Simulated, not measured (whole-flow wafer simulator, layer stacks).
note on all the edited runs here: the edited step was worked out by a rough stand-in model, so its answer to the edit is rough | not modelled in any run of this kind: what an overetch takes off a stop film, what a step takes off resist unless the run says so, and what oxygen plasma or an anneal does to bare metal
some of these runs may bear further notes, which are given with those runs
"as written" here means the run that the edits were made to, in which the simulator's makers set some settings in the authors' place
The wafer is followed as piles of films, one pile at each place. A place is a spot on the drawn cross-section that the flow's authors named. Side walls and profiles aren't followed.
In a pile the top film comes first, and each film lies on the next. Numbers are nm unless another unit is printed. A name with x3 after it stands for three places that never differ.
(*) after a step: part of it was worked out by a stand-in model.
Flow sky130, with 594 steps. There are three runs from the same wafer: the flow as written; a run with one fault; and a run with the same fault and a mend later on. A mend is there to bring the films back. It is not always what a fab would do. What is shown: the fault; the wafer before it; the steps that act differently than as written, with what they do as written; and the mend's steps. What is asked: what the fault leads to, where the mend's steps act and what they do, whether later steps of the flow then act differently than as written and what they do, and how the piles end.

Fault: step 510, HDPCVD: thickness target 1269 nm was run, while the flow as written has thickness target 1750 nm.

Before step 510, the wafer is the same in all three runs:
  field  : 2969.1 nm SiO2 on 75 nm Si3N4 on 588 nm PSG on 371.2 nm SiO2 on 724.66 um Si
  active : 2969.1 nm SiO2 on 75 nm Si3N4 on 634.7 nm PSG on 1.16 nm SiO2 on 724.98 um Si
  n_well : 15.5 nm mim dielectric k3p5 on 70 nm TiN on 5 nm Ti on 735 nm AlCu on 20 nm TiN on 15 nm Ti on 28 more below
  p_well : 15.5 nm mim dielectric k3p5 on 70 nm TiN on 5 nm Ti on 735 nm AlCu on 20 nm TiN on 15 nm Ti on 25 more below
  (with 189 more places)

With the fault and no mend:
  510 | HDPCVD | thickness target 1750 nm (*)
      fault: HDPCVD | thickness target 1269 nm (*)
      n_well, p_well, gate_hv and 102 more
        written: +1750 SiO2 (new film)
        fault: +1269 SiO2 (new film)
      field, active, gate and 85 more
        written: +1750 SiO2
        fault: +1269 SiO2
  Steps later in the flow that act otherwise than as written (not shown: 22 more steps that differ only slightly, by at most 2% or 0.5 nm, whichever is larger):
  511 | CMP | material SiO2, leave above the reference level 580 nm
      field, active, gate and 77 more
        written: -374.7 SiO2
        fault: nothing
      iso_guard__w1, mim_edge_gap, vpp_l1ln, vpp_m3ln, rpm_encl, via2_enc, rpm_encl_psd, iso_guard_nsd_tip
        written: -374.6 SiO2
        fault: nothing
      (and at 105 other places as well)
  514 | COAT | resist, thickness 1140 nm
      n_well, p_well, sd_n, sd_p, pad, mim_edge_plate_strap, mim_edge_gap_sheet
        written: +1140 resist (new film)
        fault: +1034.3 resist (new film)
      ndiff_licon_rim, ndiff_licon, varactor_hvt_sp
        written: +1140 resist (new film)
        fault: +1088.6 resist (new film)
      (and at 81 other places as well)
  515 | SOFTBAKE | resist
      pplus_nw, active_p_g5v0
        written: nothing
        fault: -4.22 resist
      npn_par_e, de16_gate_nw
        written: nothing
        fault: -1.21 resist
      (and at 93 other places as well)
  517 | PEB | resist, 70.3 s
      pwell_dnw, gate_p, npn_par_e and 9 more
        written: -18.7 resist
        fault: -17.8 resist
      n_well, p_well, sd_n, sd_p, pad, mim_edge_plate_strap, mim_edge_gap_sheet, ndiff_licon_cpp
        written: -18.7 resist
        fault: -16.6 resist
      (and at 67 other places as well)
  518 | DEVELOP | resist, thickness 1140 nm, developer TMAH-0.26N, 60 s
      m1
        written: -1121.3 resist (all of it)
        fault: -1051.5 resist (all of it)
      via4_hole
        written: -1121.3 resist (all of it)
        fault: -1040.4 resist (all of it)
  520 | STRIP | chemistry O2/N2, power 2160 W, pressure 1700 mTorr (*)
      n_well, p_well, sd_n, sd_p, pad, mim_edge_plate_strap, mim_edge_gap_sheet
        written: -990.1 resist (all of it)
        fault: -886.6 resist (all of it)
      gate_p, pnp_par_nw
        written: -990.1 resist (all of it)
        fault: -935 resist (all of it)
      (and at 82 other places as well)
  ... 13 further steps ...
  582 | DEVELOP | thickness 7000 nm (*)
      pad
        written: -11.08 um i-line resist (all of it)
        fault: -11.1 um i-line resist (all of it)
  By the end, the piles at field, active, gate and 86 more depart from the flow's by more than 2% or 0.5 nm, whichever is larger.
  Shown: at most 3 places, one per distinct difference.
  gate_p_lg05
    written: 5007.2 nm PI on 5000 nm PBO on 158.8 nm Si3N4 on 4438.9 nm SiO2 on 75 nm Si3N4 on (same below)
    fault: 5005.1 nm PI on 5000 nm PBO on 158.8 nm Si3N4 on 125.2 nm SiO2 on 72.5 nm W on 20 nm TiN on 4238.1 nm SiO2 on 75 nm Si3N4 on (same below)
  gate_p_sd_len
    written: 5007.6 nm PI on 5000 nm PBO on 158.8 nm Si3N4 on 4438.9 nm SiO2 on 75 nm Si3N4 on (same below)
    fault: 5005.1 nm PI on 5000 nm PBO on 158.8 nm Si3N4 on 125.2 nm SiO2 on 72.5 nm W on 20 nm TiN on 4238.1 nm SiO2 on 75 nm Si3N4 on (same below)
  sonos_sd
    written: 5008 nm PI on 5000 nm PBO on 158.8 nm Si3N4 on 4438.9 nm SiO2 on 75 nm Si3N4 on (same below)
    fault: 5001.8 nm PI on 5000 nm PBO on 158.8 nm Si3N4 on 125.2 nm SiO2 on 72.5 nm W on 20 nm TiN on 4238.1 nm SiO2 on 75 nm Si3N4 on (same below)

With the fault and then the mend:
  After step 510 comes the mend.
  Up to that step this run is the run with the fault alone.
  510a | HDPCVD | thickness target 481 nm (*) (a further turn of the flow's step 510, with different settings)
      field, active, n_well and 190 more
        +481 SiO2
  None of the later steps of the flow acts differently than as written at any place that is followed.
  At every place that both follow, the piles at the end match the flow's.
